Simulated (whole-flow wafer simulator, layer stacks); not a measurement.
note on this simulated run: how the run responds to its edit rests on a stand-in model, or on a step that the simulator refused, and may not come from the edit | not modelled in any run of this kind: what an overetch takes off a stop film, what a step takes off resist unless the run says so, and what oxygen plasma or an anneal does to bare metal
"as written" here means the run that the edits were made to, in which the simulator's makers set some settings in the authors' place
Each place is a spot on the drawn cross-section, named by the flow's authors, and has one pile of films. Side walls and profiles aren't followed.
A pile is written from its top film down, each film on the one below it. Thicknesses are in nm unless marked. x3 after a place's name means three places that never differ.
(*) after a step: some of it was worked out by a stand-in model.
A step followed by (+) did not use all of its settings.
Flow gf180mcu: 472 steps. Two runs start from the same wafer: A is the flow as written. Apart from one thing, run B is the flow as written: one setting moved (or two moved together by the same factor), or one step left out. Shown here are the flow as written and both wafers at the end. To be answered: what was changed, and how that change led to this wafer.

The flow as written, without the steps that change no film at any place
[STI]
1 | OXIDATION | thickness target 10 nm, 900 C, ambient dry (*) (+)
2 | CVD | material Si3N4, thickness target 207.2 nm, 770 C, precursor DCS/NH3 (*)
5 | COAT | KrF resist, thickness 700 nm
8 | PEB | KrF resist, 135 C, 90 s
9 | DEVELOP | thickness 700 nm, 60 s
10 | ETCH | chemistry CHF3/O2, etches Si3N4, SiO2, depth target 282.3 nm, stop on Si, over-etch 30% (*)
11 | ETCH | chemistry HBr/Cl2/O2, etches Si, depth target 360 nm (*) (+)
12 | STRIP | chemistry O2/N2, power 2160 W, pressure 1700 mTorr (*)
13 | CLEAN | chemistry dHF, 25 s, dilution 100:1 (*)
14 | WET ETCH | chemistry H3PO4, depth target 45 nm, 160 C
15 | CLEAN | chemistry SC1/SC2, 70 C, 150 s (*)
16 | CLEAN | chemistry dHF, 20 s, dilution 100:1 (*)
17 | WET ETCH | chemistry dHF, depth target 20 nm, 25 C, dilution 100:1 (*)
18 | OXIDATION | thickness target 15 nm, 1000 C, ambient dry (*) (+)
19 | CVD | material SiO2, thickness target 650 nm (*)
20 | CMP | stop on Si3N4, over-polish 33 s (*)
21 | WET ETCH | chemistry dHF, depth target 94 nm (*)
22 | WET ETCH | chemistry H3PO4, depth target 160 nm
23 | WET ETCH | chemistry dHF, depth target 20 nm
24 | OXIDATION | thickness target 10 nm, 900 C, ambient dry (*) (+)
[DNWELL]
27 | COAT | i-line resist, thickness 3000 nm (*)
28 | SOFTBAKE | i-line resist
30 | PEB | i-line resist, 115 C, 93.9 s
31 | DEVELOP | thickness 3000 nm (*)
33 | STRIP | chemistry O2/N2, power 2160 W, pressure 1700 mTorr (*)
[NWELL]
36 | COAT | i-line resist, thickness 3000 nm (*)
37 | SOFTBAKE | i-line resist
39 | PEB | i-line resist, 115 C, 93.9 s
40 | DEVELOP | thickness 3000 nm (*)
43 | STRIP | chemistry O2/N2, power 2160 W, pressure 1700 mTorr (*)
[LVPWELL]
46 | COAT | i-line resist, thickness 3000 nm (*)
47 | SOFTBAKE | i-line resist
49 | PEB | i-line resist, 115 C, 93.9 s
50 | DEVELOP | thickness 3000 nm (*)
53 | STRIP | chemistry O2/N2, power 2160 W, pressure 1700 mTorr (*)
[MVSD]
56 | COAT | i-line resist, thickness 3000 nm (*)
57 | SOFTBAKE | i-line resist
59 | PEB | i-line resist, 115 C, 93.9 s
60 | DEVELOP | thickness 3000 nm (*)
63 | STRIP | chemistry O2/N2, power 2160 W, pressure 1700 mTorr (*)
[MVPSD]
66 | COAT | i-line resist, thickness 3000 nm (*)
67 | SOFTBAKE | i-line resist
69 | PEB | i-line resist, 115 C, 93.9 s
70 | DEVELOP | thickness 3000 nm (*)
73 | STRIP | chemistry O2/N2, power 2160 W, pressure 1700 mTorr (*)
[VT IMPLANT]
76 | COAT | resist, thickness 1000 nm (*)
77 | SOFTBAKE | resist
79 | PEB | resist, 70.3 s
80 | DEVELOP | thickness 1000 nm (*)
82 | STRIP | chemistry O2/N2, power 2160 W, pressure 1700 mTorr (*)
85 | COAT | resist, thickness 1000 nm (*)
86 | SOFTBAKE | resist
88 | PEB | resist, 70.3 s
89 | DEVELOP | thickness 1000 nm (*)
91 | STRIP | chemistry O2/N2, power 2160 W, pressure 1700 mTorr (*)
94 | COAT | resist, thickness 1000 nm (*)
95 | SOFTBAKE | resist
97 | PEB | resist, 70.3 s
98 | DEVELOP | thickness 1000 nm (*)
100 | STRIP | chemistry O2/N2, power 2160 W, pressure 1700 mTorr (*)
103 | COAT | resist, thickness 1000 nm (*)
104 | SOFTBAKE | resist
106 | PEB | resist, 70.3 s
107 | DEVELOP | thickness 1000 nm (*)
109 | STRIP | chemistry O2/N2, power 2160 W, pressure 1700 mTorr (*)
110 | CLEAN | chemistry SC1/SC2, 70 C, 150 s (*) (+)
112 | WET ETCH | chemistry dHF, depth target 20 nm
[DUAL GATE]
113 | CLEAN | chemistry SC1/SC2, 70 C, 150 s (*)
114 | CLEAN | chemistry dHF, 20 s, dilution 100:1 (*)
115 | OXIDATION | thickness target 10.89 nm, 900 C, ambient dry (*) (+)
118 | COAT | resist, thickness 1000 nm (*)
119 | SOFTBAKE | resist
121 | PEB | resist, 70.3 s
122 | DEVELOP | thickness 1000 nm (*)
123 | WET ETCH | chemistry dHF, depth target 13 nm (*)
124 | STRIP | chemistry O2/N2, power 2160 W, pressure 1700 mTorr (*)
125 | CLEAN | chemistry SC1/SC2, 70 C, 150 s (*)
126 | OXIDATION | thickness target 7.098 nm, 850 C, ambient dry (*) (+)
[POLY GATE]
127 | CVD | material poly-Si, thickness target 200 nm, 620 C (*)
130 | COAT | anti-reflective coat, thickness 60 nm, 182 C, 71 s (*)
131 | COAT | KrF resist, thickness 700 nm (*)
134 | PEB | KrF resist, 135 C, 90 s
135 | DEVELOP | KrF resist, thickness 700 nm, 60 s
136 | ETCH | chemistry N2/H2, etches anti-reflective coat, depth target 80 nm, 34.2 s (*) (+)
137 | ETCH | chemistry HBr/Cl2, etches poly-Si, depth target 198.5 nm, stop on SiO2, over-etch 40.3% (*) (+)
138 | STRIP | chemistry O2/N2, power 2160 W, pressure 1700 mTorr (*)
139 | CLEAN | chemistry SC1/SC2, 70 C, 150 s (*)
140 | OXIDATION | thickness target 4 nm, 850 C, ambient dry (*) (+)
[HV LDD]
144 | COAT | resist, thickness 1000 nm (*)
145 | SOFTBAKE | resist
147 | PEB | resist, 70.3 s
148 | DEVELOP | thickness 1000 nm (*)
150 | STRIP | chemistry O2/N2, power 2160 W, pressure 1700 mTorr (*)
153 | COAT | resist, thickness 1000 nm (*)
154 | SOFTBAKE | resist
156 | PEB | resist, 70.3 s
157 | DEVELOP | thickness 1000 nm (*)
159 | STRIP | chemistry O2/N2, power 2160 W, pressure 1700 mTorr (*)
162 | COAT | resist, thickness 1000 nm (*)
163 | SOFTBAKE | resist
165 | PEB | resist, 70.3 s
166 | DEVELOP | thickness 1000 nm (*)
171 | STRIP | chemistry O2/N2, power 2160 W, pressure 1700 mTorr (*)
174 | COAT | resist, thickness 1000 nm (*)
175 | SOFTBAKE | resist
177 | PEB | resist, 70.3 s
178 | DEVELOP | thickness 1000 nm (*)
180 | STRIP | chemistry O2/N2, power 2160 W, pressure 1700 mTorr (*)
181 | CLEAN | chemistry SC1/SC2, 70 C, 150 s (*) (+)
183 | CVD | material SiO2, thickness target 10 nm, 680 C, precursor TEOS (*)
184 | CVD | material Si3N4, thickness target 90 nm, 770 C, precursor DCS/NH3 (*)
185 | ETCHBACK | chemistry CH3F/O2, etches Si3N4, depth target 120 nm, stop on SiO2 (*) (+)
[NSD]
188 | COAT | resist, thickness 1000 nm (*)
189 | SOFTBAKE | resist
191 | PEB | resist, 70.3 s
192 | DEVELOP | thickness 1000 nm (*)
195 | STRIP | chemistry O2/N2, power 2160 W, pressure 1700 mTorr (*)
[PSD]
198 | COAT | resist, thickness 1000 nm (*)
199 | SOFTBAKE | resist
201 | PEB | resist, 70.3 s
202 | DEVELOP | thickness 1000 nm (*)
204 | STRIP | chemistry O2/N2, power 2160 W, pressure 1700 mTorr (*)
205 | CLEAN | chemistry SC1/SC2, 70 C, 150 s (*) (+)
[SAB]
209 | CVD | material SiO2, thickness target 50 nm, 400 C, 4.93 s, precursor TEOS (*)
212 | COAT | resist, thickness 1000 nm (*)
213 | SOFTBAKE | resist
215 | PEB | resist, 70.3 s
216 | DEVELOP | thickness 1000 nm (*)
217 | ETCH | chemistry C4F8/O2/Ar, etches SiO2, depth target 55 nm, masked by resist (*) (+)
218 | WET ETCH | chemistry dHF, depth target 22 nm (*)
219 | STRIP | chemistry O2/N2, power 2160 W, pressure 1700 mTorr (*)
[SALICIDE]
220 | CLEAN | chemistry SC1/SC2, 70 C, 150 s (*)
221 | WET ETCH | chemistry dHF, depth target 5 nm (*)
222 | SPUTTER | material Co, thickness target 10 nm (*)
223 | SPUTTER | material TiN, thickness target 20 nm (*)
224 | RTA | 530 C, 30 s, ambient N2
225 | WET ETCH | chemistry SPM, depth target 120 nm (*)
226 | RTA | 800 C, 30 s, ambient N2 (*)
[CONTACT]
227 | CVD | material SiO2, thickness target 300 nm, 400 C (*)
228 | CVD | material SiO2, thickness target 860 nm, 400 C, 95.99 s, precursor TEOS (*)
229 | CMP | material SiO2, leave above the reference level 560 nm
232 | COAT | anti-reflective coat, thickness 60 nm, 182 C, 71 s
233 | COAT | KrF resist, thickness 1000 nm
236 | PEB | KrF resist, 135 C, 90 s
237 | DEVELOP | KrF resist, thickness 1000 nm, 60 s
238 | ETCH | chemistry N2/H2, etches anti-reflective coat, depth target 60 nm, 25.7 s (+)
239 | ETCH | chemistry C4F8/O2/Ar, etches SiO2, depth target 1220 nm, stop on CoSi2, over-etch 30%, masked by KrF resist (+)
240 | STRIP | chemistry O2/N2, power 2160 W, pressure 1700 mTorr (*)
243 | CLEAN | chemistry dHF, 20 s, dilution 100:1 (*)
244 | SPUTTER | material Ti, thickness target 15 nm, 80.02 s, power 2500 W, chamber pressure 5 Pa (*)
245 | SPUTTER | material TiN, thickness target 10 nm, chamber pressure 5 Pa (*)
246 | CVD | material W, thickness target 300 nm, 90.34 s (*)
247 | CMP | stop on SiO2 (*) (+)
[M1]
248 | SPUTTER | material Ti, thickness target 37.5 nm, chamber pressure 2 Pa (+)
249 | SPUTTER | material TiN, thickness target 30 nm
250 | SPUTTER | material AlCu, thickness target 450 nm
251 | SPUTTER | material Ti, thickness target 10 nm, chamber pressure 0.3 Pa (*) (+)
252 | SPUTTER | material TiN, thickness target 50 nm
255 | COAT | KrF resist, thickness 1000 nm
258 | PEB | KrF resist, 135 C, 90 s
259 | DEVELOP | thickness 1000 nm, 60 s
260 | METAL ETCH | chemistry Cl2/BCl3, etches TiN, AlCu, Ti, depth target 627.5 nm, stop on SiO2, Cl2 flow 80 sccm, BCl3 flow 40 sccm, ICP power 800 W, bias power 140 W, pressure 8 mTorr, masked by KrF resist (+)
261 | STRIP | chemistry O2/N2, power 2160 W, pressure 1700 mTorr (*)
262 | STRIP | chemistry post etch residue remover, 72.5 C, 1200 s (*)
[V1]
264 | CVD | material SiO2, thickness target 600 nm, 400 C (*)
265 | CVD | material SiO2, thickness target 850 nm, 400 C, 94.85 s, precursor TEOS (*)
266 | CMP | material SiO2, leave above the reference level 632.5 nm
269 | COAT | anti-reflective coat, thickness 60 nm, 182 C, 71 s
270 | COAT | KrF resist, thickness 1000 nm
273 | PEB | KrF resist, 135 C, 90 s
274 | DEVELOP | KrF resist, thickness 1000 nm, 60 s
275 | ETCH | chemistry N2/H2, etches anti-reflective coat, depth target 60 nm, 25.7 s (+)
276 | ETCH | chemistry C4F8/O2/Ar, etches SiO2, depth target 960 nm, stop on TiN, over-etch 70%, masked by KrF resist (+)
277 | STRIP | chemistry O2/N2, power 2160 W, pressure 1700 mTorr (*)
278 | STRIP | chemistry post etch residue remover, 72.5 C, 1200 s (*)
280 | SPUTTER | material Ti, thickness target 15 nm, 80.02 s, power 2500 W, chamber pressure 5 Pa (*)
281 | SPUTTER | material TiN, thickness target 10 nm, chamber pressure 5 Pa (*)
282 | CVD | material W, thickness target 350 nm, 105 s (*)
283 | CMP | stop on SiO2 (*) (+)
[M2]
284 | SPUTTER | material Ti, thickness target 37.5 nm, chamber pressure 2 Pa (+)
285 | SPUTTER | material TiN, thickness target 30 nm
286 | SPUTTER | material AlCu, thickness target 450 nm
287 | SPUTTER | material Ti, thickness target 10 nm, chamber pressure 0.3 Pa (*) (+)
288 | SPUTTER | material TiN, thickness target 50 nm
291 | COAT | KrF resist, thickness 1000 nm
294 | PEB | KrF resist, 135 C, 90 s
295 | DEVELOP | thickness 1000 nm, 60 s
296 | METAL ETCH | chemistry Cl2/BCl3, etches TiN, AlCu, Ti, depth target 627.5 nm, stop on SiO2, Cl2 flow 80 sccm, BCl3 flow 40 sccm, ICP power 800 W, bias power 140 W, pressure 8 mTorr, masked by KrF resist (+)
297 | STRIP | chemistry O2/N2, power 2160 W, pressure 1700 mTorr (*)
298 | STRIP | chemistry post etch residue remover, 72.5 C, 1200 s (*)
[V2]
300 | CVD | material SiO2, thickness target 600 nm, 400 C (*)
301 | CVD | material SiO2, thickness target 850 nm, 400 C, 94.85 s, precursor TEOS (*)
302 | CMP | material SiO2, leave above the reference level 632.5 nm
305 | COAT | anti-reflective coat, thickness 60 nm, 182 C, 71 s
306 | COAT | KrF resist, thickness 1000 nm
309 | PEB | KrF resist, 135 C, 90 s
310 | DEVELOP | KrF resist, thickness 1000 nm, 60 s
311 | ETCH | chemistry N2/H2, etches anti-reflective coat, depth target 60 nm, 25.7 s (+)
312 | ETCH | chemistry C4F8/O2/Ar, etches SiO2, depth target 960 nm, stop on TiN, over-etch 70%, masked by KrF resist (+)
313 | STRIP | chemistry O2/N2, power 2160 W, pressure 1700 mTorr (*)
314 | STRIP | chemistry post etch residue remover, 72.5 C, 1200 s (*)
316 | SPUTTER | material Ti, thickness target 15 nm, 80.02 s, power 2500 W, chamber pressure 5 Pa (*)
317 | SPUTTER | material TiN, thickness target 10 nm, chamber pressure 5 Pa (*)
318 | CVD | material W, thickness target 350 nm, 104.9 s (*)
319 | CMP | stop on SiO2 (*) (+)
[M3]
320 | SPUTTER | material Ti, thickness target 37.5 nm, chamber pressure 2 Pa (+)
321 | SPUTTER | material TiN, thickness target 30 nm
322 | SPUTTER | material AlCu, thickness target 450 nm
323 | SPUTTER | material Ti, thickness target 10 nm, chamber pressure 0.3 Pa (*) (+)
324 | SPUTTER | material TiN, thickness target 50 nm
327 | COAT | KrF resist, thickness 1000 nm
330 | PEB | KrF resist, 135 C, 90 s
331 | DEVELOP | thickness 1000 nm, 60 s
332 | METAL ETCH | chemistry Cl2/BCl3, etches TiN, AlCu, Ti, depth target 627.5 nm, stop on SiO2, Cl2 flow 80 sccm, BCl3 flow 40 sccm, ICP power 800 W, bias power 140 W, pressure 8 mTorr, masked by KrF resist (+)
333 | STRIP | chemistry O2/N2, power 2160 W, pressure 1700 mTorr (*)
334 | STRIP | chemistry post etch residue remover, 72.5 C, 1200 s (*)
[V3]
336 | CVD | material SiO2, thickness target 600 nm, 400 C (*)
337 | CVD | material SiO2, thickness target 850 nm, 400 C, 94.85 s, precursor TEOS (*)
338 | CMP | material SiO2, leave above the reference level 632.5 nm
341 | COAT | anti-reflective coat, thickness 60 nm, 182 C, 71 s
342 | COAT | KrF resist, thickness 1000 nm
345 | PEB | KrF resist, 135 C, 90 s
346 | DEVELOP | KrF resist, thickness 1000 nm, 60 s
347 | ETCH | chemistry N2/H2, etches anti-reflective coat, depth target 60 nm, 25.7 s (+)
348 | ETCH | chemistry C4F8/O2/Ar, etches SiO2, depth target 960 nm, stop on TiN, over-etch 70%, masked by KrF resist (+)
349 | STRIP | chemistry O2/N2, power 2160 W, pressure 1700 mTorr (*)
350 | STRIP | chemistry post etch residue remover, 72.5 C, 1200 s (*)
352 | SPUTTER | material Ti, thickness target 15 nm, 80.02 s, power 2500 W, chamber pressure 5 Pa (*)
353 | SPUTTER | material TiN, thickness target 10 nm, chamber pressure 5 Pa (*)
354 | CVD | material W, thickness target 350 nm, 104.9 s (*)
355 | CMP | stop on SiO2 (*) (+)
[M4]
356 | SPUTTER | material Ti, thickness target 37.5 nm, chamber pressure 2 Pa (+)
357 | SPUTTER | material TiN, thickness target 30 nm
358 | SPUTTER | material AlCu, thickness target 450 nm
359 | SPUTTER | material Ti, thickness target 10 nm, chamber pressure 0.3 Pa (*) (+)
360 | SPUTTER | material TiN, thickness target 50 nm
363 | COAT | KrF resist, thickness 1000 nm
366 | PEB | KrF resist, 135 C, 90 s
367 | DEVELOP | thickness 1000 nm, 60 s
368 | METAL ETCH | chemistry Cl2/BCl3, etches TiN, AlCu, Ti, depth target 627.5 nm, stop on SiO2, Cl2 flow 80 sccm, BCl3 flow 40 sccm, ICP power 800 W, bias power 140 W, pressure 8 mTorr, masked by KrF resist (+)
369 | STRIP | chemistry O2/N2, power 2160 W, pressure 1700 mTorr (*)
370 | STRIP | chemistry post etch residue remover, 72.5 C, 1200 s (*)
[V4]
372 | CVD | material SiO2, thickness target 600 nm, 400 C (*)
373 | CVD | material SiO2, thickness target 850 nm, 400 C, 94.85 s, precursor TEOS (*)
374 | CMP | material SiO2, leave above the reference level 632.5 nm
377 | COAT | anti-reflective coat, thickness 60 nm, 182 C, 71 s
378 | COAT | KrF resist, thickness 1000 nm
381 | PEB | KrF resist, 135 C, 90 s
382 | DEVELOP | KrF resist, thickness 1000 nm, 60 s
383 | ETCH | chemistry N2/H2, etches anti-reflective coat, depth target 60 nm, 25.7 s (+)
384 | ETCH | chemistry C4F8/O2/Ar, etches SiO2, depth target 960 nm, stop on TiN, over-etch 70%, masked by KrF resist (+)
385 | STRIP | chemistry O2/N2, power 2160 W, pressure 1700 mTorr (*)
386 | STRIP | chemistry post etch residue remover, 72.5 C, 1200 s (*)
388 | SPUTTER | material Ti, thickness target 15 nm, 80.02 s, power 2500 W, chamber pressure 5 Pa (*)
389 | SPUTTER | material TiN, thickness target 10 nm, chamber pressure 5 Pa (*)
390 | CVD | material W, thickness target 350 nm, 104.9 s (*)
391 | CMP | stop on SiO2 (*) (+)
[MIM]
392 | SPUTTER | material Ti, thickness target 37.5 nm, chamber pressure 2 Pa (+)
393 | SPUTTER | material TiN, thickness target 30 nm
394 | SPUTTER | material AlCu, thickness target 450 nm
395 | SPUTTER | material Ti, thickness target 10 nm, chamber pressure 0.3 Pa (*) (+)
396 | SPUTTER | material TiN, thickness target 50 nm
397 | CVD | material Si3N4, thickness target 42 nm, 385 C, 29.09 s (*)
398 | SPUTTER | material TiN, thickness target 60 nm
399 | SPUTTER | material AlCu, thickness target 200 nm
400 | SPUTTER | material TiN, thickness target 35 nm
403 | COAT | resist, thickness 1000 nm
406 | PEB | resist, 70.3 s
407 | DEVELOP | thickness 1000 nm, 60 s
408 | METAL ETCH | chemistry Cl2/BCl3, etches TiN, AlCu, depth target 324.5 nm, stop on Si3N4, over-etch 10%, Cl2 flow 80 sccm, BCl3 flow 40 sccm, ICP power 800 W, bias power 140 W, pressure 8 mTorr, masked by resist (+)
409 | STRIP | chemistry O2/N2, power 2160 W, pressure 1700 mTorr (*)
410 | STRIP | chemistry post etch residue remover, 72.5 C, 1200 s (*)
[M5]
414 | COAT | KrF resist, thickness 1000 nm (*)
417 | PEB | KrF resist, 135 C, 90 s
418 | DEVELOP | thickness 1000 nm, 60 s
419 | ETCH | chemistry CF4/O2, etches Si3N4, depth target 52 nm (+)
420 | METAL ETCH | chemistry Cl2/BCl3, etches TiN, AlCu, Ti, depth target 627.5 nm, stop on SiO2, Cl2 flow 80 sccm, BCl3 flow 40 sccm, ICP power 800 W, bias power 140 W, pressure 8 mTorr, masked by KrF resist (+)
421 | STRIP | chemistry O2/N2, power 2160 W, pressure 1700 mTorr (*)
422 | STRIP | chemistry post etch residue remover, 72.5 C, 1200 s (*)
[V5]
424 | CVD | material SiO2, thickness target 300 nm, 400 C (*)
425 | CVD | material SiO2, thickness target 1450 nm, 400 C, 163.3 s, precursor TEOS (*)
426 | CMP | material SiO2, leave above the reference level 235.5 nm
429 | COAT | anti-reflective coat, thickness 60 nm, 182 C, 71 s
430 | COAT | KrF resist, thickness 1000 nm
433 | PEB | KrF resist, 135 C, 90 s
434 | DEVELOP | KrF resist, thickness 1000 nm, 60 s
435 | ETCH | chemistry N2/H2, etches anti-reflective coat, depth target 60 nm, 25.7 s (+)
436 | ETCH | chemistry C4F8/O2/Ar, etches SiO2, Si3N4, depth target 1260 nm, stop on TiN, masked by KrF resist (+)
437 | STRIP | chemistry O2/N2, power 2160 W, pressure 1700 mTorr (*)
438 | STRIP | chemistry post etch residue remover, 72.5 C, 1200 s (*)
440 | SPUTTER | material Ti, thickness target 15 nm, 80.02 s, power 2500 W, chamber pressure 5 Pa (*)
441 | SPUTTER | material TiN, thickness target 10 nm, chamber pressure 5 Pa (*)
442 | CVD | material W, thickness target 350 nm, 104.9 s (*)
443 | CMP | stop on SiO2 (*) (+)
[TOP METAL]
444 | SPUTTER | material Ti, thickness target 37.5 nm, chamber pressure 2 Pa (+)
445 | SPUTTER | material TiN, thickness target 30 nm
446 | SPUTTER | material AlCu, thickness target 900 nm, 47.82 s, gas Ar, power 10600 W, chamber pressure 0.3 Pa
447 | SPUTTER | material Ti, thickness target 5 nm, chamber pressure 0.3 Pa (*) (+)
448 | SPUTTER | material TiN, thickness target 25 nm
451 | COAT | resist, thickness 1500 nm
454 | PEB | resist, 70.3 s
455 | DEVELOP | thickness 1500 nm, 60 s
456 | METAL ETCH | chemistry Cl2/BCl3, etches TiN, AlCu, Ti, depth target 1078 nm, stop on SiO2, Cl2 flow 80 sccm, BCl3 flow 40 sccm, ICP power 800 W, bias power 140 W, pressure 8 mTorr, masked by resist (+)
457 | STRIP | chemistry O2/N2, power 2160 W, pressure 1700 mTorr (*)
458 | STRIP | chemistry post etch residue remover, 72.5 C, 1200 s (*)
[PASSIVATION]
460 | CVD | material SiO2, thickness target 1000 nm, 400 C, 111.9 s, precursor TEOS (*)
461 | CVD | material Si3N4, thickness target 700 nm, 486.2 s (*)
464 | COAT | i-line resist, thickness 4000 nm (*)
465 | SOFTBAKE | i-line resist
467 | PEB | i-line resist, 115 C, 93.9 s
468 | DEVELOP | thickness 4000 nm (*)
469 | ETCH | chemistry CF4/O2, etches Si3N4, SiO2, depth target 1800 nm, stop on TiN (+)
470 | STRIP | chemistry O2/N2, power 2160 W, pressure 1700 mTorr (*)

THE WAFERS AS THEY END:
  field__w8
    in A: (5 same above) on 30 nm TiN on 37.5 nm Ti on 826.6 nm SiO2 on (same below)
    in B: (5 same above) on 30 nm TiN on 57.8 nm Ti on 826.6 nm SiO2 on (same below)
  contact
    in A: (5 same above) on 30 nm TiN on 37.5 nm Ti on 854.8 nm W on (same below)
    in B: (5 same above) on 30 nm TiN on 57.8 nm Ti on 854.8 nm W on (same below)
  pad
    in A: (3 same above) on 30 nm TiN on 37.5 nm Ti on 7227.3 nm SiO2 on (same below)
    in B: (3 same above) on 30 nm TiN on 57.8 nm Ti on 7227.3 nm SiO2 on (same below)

The reason: step 444, SPUTTER: thickness target 57.8 nm was run, while the flow as written has thickness target 37.5 nm.
One can read it off the wafer: field__w8 has Ti 57.8, and step 444 as written asks for 37.5 nm.

Step by step, how the change led to this:
  444 | SPUTTER | material Ti, thickness target 37.5 nm, chamber pressure 2 Pa (+)
      field, field__w1, field__w2 and 109 more: A Ti gains 37.5 (new film) | B Ti gains 57.8 (new film)
  456 | METAL ETCH | chemistry Cl2/BCl3, etches TiN, AlCu, Ti, depth target 1078 nm, stop on SiO2, Cl2 flow 80 sccm, BCl3 flow 40 sccm, ICP power 800 W, bias power 140 W, pressure 8 mTorr, masked by resist (+)
      field, field__w1, field__w2 and 103 more: A TiN loses 25 (all of it), Ti loses 5 (all of it), AlCu loses 900 (all of it), TiN loses 30 (all of it), Ti loses 37.5 (all of it) | B TiN loses 25 (all of it), Ti loses 5 (all of it), AlCu loses 900 (all of it), TiN loses 30 (all of it), Ti loses 57.8 (all of it)
  465 | SOFTBAKE | i-line resist
      gate: A i-line resist gains 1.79 | B i-line resist loses 0.21
      ld_fp_p, ld_drift_p: A i-line resist gains 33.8 | B i-line resist gains 27.8
      (as well as at 63 more places)
